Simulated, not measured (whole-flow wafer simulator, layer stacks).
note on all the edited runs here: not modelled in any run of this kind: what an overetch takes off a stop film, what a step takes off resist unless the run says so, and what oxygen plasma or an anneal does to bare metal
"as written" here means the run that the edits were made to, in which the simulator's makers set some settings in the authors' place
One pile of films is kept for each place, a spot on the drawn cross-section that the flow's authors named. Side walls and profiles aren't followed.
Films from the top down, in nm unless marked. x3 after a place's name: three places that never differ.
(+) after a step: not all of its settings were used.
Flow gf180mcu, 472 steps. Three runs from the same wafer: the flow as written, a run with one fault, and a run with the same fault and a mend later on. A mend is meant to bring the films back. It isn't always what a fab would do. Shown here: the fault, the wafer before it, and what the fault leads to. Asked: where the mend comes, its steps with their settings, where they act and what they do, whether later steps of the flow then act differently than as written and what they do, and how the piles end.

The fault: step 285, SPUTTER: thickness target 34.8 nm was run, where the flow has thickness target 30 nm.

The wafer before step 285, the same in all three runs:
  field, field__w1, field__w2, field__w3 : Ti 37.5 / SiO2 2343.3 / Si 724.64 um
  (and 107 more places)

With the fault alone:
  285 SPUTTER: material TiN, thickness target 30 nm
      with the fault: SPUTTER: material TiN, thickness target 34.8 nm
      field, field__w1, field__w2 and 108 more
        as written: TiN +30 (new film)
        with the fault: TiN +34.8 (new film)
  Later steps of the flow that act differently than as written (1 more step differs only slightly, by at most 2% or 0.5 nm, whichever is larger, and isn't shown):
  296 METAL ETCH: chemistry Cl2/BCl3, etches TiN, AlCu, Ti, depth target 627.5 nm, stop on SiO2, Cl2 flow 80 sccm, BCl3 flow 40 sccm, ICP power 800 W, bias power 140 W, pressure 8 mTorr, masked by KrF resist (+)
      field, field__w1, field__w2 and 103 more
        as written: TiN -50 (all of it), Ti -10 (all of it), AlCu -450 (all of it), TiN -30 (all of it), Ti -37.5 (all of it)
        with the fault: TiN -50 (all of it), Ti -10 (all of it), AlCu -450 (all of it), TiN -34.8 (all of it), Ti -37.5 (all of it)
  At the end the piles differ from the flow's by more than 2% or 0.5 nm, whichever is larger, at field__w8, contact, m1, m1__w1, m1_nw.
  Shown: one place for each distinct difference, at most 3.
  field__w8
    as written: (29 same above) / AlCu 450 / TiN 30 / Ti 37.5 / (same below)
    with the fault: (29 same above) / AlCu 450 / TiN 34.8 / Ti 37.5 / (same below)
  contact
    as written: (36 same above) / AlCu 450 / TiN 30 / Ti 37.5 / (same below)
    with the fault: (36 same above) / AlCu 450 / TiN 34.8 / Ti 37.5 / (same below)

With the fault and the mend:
  The mend comes after step 285.
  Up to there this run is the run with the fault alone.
  285a METAL ETCH: chemistry Cl2/BCl3, etches TiN, AlCu, Ti, depth target 4.8 nm, Cl2 flow 80 sccm, BCl3 flow 40 sccm, ICP power 800 W, bias power 140 W, pressure 8 mTorr (the flow's step 260 once more, with other settings)
      field, field__w1, field__w2 and 108 more
        TiN -4.8
  No later step of the flow acts differently than as written at any place that is followed.
  At the end the piles are the same as the flow's at every place that both follow.
